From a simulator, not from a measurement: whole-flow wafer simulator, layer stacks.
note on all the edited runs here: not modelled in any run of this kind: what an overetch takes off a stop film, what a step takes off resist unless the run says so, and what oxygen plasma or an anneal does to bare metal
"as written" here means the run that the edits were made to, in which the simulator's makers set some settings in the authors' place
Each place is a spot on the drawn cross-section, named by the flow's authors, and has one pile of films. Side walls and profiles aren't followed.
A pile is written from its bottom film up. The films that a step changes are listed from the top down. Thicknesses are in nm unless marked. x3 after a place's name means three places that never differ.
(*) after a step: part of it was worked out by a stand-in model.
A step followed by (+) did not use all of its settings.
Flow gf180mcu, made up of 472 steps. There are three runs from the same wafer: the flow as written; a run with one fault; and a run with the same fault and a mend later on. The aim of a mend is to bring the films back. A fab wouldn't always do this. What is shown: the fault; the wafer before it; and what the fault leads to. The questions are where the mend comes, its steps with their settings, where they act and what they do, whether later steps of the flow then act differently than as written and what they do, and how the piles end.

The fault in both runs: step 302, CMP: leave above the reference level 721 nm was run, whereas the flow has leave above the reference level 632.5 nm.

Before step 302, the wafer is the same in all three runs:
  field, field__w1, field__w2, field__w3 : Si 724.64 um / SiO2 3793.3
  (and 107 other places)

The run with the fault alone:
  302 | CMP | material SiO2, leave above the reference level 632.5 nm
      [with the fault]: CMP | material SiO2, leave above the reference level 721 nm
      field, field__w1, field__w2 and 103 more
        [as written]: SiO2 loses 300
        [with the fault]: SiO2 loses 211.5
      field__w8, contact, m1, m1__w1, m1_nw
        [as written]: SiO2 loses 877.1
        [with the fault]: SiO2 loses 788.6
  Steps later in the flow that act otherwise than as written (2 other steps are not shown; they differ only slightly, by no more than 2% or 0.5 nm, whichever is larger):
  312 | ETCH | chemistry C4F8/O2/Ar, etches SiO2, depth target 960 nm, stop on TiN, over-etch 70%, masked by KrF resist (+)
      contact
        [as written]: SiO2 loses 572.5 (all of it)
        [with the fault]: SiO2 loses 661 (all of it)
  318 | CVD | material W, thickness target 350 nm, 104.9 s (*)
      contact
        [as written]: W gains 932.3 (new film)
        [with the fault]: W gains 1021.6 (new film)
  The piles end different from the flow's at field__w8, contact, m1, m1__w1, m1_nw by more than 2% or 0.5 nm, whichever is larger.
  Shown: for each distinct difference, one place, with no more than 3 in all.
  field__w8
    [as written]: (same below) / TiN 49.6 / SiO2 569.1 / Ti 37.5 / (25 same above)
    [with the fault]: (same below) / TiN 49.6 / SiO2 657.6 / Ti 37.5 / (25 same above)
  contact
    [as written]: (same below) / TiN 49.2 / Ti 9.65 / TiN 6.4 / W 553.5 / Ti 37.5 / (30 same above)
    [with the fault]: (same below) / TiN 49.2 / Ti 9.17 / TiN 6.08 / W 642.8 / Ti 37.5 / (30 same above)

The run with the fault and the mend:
  The mend follows step 302.
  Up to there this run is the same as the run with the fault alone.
  302a | CMP | material SiO2, leave above the reference level 632.5 nm (the flow's step 302 again)
      field, field__w1, field__w2 and 108 more
        SiO2 loses 88.5
  None of the later steps of the flow acts differently than as written at any place that is followed.
  By the end, the piles equal the flow's at every place that both follow.
